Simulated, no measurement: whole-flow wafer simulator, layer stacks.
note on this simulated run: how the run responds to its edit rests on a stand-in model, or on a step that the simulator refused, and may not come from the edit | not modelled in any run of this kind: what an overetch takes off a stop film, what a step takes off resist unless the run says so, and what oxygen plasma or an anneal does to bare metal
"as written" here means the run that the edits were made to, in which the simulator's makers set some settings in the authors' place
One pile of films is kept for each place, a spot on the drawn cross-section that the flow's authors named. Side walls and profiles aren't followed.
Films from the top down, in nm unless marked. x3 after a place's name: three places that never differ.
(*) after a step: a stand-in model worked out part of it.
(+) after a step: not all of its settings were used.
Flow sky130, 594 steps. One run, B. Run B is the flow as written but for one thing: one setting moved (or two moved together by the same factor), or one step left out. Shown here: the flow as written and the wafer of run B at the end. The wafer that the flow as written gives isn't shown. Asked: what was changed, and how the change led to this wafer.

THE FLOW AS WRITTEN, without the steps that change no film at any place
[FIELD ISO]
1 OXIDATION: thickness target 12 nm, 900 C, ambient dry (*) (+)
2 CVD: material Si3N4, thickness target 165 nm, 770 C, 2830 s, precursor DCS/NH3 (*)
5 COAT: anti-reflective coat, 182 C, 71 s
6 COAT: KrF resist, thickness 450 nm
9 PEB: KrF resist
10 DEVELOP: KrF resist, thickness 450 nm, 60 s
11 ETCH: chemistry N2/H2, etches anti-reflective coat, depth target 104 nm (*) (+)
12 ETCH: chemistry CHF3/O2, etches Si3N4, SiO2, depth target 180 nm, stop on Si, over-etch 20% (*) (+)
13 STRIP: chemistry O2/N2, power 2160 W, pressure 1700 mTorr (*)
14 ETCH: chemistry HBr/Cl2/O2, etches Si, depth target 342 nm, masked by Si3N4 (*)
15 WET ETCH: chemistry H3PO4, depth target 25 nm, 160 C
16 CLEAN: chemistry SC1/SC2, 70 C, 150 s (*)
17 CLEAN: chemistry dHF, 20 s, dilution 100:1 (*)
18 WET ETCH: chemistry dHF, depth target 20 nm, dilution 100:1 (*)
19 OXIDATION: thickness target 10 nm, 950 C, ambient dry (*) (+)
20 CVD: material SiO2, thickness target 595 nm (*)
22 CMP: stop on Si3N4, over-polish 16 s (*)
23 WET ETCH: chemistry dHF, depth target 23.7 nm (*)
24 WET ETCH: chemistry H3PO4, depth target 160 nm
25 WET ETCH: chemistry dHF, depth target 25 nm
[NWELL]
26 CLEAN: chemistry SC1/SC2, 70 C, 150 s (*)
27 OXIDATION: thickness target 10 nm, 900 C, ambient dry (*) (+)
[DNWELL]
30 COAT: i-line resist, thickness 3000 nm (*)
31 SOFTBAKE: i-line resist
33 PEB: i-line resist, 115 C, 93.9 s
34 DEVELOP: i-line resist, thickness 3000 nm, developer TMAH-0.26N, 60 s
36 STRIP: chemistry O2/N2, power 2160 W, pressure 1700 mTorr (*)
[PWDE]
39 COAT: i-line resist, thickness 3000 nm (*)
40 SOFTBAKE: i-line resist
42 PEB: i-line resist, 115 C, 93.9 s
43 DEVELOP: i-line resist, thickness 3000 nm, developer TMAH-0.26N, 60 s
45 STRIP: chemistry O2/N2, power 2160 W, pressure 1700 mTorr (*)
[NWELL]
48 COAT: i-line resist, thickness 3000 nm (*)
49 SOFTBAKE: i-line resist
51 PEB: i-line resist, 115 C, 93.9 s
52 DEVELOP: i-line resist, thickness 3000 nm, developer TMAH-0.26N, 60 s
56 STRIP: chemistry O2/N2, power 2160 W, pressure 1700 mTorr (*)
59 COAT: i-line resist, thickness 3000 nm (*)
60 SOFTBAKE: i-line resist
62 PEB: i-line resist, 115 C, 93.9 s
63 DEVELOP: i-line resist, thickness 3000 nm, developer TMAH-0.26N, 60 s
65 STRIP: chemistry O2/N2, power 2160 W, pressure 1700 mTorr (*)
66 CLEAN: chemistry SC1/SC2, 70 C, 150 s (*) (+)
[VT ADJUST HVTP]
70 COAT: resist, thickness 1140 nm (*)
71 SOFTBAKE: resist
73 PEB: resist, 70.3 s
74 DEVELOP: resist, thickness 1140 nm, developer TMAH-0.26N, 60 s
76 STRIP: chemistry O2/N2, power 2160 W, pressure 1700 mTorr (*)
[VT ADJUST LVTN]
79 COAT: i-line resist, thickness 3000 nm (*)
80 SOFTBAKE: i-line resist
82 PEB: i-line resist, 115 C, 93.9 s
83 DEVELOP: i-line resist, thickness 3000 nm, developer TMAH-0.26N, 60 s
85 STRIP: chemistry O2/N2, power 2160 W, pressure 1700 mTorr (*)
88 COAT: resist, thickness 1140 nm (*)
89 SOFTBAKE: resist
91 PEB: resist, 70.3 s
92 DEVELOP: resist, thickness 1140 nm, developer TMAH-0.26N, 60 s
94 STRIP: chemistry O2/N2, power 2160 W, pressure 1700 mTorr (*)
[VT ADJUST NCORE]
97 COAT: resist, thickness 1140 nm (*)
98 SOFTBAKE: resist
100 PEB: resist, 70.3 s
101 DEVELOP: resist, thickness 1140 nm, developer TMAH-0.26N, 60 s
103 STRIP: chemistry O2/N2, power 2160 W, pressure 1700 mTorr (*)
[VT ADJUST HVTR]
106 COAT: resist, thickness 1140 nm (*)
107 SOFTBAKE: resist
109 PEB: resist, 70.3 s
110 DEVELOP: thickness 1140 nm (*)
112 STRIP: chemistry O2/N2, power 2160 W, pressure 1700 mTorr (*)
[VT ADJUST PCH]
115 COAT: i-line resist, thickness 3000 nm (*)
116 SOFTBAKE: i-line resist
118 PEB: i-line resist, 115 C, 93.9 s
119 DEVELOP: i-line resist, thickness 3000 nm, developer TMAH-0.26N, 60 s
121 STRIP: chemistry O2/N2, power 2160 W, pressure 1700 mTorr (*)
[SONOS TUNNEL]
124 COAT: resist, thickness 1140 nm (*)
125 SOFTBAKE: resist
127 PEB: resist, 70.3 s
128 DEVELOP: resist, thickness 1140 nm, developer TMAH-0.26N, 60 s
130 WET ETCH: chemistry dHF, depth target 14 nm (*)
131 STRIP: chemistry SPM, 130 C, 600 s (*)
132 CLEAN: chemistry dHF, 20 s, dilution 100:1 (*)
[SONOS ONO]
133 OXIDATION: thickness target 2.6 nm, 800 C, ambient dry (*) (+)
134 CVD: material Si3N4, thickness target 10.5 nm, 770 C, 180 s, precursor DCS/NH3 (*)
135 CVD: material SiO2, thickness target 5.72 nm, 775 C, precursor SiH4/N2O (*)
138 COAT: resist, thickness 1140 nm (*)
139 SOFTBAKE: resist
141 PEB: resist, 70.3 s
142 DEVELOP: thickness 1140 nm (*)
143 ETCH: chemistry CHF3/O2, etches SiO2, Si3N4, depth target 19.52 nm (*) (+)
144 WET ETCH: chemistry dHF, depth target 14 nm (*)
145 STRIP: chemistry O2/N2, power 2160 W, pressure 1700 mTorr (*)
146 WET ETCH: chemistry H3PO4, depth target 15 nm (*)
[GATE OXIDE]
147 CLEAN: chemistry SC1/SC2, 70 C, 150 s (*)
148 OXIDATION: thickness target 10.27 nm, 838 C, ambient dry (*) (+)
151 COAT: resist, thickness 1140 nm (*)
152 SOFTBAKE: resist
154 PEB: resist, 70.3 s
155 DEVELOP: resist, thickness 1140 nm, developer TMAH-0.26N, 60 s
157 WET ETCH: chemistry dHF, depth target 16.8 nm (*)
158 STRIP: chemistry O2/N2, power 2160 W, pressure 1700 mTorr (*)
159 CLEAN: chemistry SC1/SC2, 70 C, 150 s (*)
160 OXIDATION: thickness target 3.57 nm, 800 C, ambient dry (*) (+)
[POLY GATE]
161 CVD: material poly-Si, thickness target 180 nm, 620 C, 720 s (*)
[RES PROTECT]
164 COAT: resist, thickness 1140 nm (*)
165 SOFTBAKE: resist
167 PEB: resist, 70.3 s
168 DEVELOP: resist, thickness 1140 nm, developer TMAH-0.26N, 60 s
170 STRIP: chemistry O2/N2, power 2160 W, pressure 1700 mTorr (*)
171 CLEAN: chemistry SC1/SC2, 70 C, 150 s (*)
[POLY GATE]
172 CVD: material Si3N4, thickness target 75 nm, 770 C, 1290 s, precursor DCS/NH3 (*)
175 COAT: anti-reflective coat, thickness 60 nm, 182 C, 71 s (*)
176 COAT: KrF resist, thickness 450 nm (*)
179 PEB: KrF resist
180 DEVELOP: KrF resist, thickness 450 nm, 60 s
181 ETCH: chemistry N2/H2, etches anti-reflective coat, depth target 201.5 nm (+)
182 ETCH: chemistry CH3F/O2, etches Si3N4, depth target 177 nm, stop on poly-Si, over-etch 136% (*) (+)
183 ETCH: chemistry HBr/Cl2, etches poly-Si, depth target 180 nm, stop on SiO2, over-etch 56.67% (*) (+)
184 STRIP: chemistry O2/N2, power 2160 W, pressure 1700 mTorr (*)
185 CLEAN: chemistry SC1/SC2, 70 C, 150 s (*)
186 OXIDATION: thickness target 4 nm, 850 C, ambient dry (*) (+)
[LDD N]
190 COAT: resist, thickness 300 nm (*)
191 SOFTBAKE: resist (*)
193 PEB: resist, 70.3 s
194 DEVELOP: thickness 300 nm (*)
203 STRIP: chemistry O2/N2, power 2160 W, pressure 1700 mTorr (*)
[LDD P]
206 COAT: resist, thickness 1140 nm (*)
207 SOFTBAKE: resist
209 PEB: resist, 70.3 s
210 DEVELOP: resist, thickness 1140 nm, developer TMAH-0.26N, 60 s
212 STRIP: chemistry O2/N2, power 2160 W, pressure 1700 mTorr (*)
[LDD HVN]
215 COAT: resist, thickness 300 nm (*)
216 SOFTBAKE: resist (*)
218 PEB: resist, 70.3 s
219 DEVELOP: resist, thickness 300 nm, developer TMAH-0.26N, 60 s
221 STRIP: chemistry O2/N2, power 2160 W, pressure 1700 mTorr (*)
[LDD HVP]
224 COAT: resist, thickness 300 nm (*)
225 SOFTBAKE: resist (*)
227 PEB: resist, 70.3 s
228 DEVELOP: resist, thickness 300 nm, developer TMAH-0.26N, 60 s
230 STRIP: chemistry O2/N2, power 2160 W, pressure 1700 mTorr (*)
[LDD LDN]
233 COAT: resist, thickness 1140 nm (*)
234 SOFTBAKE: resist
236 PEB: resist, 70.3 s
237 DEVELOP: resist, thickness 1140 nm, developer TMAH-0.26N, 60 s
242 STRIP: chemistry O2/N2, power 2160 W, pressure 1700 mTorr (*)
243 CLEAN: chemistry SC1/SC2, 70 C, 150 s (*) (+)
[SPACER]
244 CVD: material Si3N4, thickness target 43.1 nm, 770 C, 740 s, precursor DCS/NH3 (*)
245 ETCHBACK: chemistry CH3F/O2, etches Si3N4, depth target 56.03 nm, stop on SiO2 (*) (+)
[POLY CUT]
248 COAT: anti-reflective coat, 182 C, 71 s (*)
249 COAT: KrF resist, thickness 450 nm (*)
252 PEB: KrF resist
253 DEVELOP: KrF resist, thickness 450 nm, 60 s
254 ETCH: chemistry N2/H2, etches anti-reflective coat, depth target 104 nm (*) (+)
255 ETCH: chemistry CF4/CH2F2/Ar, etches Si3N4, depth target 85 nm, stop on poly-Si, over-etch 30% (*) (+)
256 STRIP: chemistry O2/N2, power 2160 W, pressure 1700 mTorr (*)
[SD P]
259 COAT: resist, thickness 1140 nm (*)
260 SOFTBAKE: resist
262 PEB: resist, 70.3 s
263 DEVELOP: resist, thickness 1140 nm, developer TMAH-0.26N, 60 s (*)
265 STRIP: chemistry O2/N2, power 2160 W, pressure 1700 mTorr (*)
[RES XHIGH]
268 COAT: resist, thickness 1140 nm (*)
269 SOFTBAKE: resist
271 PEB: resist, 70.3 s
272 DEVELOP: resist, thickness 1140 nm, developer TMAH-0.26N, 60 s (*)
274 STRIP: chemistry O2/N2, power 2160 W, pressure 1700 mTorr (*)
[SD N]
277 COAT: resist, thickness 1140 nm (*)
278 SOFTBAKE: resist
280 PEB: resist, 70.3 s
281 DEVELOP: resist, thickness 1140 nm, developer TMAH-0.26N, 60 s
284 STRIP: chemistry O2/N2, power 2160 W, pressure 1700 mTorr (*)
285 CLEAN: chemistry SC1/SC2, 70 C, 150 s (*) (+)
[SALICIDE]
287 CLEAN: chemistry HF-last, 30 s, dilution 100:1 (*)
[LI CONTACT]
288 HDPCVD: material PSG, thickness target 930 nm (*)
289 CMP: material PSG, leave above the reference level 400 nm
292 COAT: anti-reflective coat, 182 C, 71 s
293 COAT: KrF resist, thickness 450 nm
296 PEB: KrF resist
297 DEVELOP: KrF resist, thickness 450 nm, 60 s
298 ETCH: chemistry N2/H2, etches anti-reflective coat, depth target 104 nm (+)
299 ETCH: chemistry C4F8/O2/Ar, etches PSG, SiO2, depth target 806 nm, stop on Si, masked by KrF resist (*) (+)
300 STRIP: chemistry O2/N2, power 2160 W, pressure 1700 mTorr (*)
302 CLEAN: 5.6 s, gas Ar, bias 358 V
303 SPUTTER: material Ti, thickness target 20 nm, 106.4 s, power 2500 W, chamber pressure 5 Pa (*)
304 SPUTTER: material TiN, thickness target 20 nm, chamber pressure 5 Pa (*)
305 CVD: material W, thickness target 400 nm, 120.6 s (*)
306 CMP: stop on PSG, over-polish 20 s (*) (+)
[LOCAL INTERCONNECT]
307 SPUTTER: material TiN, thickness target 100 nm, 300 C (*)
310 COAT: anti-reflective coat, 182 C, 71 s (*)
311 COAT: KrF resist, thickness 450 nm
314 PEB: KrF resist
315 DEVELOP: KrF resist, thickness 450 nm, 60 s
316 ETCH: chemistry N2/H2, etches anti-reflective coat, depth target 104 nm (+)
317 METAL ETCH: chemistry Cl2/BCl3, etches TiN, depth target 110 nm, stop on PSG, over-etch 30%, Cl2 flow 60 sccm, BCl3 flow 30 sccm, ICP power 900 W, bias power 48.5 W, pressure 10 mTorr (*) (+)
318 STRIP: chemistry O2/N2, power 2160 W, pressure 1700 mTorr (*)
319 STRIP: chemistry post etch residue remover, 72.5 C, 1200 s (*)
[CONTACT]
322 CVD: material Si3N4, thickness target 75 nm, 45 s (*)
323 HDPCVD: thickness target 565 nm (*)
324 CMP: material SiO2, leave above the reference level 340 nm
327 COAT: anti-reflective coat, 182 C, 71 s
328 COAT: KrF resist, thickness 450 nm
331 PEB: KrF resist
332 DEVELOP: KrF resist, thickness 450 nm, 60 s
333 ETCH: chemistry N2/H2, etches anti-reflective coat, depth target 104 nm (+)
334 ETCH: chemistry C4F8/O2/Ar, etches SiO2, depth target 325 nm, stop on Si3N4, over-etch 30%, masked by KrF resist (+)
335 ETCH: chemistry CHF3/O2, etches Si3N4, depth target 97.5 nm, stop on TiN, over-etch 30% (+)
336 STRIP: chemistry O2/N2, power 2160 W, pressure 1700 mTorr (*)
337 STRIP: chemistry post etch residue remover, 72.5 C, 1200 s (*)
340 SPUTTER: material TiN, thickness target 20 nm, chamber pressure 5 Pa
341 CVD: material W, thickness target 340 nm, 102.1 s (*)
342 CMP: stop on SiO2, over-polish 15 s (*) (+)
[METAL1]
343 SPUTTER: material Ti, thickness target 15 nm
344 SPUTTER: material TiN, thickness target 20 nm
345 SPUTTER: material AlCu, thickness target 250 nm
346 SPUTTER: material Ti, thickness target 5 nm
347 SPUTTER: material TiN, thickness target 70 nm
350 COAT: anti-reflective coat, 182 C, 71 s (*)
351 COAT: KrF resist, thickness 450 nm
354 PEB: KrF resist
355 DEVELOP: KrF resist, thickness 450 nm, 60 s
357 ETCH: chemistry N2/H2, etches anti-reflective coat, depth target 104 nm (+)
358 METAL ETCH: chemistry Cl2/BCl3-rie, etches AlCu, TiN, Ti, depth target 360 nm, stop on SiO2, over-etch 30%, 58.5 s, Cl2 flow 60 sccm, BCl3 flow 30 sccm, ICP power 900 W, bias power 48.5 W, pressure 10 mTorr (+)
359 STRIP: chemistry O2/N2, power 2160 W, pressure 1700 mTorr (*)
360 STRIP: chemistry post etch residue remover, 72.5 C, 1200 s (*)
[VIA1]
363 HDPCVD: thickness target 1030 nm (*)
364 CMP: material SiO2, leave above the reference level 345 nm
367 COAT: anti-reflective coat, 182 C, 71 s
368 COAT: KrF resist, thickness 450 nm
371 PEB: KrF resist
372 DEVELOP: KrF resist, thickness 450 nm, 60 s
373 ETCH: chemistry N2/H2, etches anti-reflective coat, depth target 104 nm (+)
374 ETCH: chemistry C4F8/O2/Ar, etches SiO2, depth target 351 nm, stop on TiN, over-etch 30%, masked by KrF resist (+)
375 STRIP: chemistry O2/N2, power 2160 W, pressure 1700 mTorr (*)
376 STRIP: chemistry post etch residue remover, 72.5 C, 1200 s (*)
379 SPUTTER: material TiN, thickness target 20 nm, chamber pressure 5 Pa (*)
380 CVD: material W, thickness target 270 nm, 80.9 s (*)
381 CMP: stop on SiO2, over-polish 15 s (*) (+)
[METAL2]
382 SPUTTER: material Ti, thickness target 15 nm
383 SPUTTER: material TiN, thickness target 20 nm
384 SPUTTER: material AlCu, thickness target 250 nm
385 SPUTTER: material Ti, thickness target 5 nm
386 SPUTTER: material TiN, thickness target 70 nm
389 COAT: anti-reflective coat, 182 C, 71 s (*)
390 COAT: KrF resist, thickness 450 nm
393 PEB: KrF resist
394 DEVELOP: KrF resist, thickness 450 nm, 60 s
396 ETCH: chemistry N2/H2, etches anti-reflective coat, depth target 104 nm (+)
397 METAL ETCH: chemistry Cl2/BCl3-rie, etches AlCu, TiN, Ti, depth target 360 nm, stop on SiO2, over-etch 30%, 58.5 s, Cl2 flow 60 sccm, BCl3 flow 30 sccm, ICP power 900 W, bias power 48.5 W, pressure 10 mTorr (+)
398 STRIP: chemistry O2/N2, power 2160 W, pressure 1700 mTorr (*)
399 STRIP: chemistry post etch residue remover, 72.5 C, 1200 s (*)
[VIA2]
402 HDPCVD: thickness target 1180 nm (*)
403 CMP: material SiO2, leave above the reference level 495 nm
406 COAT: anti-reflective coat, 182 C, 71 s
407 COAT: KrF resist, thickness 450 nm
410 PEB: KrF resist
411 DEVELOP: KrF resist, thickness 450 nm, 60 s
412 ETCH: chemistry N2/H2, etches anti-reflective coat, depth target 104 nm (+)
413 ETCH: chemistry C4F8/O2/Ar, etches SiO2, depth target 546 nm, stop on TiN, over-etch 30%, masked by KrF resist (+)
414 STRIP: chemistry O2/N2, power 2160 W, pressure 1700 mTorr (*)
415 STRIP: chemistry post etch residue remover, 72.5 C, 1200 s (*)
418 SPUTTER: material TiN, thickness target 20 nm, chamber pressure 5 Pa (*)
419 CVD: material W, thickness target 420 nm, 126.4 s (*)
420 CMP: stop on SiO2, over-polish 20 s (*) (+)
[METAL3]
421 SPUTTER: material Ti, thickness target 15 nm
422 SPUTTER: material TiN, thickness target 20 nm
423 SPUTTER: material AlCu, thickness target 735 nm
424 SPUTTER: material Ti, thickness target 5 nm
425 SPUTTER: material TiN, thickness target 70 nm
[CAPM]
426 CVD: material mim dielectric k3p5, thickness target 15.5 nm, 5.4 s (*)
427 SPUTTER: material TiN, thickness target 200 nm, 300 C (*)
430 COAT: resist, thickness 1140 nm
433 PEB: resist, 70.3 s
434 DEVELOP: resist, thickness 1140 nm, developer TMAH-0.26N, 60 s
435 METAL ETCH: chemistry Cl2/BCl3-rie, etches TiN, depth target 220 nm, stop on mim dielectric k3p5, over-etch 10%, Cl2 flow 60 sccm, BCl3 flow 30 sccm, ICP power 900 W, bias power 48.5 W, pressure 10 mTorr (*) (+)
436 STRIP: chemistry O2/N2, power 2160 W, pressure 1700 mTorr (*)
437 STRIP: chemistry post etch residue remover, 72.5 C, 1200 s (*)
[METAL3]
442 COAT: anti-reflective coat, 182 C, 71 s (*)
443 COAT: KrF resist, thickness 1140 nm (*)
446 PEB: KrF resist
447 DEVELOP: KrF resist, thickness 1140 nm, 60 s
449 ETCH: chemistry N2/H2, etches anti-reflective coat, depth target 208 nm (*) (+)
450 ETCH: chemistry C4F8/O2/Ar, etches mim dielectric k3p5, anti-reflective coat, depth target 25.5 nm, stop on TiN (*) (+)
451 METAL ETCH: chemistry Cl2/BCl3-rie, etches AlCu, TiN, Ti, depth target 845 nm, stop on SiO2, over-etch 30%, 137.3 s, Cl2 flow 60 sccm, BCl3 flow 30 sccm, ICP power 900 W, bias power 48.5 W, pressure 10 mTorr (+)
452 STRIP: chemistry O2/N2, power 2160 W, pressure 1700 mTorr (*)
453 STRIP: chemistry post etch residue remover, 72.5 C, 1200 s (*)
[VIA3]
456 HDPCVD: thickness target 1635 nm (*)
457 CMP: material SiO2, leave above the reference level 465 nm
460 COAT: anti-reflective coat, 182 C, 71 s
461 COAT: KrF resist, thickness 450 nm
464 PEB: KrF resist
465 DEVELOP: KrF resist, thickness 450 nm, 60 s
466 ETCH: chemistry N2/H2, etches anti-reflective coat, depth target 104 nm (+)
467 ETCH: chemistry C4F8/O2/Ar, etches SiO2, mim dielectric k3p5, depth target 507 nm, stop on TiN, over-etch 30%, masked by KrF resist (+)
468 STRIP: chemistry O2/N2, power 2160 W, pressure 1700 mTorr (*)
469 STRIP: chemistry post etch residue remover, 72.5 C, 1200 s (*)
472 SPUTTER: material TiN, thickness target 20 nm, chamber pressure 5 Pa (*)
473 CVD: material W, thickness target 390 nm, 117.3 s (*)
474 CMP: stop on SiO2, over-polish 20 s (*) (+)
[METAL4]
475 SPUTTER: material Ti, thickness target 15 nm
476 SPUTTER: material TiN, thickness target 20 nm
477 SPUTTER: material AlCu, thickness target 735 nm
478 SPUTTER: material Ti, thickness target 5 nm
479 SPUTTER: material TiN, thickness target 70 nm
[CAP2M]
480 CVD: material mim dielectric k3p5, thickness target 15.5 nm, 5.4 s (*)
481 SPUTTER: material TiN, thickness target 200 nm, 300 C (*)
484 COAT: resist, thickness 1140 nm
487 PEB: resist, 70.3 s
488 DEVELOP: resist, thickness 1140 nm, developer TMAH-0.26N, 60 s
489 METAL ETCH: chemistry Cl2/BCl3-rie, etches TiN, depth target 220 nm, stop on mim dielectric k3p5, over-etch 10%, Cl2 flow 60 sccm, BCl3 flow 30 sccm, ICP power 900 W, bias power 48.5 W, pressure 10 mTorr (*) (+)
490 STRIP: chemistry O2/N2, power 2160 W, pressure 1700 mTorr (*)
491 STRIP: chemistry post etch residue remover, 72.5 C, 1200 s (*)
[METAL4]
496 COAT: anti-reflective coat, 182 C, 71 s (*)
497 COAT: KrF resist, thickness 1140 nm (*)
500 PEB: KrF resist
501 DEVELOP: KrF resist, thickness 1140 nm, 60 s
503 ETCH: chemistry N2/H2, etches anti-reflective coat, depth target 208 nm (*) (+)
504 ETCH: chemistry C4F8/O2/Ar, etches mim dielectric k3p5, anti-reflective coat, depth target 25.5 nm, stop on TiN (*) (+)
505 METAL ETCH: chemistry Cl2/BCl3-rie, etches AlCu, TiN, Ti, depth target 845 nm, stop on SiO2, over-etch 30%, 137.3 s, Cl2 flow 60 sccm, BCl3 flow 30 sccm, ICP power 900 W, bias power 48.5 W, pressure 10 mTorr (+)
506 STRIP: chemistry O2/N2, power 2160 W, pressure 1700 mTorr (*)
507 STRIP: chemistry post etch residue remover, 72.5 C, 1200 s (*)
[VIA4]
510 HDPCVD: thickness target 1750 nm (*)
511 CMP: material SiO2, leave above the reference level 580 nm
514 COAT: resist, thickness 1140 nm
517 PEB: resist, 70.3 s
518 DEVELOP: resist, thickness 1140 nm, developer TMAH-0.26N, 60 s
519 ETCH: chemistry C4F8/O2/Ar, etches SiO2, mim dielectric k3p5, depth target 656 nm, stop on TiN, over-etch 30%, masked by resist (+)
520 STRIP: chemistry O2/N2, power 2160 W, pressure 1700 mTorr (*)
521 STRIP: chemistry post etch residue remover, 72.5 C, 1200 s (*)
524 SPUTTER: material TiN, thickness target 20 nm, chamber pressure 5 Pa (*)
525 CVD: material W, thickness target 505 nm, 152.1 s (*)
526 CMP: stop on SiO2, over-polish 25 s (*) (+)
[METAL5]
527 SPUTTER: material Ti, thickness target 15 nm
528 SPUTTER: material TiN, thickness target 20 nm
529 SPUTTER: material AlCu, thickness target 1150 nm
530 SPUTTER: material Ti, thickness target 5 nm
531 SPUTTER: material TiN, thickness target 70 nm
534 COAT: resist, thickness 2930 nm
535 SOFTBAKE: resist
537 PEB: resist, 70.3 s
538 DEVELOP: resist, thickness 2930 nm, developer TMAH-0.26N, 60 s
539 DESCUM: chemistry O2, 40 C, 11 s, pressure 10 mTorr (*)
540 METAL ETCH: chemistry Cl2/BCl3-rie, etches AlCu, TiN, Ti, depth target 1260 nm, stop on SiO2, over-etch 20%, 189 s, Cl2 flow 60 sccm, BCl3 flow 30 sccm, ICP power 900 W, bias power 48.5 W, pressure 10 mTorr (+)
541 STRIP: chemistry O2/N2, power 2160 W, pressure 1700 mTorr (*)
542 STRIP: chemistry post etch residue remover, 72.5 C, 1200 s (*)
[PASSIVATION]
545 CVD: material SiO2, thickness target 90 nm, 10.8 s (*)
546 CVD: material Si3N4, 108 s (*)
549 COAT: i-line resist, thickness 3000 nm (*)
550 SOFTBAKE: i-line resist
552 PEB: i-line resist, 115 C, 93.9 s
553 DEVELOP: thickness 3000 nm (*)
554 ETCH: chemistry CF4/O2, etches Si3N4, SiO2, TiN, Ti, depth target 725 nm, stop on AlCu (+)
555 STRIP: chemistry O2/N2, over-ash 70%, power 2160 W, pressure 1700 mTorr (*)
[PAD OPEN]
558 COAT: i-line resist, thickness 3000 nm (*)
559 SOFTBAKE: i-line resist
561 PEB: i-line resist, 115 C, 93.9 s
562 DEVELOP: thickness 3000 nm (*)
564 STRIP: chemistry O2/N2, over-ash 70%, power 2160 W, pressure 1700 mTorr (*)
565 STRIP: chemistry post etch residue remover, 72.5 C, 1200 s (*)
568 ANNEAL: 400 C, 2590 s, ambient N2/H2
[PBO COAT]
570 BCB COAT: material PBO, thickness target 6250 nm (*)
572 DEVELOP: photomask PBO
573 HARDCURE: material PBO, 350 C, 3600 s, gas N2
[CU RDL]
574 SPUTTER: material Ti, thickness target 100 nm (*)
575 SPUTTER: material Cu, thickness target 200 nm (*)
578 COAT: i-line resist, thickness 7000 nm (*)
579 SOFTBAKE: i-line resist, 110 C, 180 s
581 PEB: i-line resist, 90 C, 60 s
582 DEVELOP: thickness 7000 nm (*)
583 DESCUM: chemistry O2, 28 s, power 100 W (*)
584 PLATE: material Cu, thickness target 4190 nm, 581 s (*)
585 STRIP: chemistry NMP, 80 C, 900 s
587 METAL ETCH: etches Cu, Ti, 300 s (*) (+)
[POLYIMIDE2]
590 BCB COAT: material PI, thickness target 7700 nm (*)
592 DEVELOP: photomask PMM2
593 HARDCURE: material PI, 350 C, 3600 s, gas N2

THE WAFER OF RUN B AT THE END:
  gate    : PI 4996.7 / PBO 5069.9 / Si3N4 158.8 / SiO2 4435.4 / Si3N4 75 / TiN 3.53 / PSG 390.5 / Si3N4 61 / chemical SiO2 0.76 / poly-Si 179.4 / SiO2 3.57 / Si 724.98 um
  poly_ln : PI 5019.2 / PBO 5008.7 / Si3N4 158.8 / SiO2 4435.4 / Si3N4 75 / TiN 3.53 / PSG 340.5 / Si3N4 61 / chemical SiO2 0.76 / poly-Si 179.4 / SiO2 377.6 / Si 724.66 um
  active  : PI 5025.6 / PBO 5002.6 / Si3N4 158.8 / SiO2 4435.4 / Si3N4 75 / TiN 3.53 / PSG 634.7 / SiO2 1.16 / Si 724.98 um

The cause: step 316, ETCH: depth target 70.2 nm was run, where the flow has depth target 104 nm.

How the change led to this, step by step:
  316 ETCH: chemistry N2/H2, etches anti-reflective coat, depth target 104 nm (+)
      field, active, gate and 87 more: anti-reflective coat -70.2 (as written it would be: anti-reflective coat -80 (all of it), TiN -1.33)
      rpo_hd: anti-reflective coat -70.2 (as written it would be: anti-reflective coat -80 (all of it), TiN -1.34)
      (and at 100 more places)
  317 METAL ETCH: chemistry Cl2/BCl3, etches TiN, depth target 110 nm, stop on PSG, over-etch 30%, Cl2 flow 60 sccm, BCl3 flow 30 sccm, ICP power 900 W, bias power 48.5 W, pressure 10 mTorr (*) (+)
      field, active, gate and 79 more: anti-reflective coat -9.8 (all of it), TiN -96 (as written it would be: TiN -98.7 (all of it))
      mim_edge_plate_strap, mim_edge_plate, mim_edge_gap, mim_edge_gap_sheet, rpo_wd: anti-reflective coat -9.8 (all of it), TiN -96.1 (as written it would be: TiN -98.7 (all of it))
      (and at 4 more places)
  318 STRIP: chemistry O2/N2, power 2160 W, pressure 1700 mTorr (*)
      n_well, p_well, gate_hv and 93 more: KrF resist -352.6 (all of it), anti-reflective coat -80 (all of it) (as written it would be: KrF resist -333.8 (all of it), anti-reflective coat -80 (all of it))
      poly_licon, ndiff_licon, rpo_hd_licon: KrF resist -352.7 (all of it), anti-reflective coat -80.5 (all of it) (as written it would be: KrF resist -333.9 (all of it), anti-reflective coat -80.5 (all of it))
      (and at 1 more place)
Counting metal films that touch as one body, gate has 1 body; the flow as written gives 0 bodies.
Counting metal films that touch as one body, poly_ln has 1 body; the flow as written gives 0 bodies.
Counting metal films that touch as one body, active has 1 body; the flow as written gives 0 bodies.
